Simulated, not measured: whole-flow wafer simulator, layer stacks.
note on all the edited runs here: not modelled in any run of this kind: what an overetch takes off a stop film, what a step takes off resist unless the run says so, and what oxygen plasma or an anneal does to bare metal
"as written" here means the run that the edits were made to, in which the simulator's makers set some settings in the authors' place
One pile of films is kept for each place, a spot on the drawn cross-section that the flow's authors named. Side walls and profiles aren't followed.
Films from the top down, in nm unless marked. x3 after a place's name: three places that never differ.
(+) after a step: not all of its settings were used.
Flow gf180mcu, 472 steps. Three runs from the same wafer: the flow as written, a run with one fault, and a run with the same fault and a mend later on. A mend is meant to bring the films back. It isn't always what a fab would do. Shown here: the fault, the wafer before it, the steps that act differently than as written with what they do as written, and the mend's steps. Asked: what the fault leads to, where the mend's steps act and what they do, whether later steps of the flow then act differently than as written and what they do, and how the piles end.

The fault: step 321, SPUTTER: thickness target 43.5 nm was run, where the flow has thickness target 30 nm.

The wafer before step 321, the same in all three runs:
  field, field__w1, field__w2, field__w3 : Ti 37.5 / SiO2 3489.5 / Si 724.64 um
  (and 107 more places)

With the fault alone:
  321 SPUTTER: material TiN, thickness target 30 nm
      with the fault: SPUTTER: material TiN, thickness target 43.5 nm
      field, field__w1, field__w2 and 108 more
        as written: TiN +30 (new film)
        with the fault: TiN +43.5 (new film)
  Later steps of the flow that act differently than as written:
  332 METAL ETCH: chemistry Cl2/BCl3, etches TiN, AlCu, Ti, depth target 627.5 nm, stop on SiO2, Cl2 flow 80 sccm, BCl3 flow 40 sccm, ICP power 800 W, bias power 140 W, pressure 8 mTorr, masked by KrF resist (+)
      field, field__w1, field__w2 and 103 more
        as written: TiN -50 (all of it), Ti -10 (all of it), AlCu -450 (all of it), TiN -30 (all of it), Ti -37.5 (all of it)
        with the fault: TiN -50 (all of it), Ti -10 (all of it), AlCu -450 (all of it), TiN -43.5 (all of it), Ti -37.5 (all of it)
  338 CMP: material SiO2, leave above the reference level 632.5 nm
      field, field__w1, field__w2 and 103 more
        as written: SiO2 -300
        with the fault: SiO2 -286.5
  At the end the piles differ from the flow's by more than 2% or 0.5 nm, whichever is larger, at field__w8, contact, m1, m1__w1, m1_nw.
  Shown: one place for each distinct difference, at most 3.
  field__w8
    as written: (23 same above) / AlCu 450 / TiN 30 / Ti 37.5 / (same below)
    with the fault: (23 same above) / AlCu 450 / TiN 43.5 / Ti 37.5 / (same below)
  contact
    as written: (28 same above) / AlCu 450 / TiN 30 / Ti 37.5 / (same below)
    with the fault: (28 same above) / AlCu 450 / TiN 43.5 / Ti 37.5 / (same below)

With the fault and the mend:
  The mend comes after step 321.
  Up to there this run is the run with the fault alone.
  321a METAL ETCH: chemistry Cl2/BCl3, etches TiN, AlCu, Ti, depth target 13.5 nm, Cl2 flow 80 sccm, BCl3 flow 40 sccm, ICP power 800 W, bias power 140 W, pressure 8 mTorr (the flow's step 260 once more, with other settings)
      field, field__w1, field__w2 and 108 more
        TiN -13.5
  No later step of the flow acts differently than as written at any place that is followed.
  At the end the piles are the same as the flow's at every place that both follow.
